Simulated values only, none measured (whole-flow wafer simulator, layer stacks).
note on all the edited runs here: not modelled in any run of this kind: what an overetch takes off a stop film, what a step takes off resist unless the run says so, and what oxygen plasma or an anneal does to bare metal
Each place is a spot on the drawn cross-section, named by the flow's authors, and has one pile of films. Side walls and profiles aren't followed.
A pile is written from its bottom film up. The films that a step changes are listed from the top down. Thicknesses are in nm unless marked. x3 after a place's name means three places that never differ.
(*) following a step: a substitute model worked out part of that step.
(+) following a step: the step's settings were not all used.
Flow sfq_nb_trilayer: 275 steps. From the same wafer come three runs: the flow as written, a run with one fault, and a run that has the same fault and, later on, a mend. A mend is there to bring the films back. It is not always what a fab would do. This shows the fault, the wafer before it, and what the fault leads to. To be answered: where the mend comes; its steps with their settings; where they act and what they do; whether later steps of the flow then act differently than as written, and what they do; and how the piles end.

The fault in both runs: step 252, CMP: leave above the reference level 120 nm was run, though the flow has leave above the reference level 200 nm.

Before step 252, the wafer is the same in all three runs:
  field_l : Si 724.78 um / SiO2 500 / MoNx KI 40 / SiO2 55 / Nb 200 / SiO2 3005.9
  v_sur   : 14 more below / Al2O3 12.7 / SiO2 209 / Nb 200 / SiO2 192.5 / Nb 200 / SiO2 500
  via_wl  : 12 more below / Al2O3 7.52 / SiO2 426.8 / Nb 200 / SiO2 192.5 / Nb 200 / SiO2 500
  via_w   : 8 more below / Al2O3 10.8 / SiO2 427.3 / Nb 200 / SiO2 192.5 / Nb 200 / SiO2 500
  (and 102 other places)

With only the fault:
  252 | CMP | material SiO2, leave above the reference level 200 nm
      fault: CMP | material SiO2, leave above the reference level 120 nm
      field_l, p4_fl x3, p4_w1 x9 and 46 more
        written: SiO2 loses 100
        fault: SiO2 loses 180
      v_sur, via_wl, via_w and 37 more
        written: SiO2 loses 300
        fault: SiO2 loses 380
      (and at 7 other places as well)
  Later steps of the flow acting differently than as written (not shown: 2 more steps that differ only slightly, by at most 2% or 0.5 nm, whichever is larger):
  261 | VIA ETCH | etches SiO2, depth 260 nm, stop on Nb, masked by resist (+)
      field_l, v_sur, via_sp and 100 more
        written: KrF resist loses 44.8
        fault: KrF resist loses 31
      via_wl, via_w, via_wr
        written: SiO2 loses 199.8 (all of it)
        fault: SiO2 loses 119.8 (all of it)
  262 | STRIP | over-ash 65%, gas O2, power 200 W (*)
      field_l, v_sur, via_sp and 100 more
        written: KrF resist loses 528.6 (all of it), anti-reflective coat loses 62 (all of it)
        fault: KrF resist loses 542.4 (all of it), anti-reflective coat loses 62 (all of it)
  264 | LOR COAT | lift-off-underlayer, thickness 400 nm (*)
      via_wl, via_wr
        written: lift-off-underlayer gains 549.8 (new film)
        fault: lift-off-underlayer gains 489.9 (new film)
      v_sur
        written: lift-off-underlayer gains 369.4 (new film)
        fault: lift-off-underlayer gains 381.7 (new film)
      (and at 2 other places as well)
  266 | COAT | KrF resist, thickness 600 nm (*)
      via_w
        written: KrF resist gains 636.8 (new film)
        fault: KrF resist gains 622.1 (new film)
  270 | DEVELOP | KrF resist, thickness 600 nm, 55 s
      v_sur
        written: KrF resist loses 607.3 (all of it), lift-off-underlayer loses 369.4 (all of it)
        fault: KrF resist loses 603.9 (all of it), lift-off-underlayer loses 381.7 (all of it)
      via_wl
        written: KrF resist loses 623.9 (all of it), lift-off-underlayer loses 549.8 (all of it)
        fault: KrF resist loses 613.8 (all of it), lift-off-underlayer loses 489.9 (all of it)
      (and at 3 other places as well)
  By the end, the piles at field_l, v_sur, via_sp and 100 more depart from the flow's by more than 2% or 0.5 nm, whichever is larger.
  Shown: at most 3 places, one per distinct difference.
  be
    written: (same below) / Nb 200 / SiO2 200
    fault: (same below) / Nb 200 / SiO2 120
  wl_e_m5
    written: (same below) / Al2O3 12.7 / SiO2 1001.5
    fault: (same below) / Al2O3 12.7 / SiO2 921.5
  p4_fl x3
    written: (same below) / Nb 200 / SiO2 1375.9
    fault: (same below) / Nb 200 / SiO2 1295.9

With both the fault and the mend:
  The mend stands after step 253.
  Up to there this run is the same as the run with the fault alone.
  253a | PECVD | material SiO2, thickness 80 nm, 150 C, 17.78 s, RF power 183.3 W, pressure 2.4 Torr, precursor SiH4/N2O (the flow's step 251 again, with other settings)
      field_l, v_sur, via_wl and 103 more
        SiO2 gains 80
  None of the later steps of the flow acts differently than as written at any place that is followed.
  At every place that both follow, the piles at the end match the flow's.
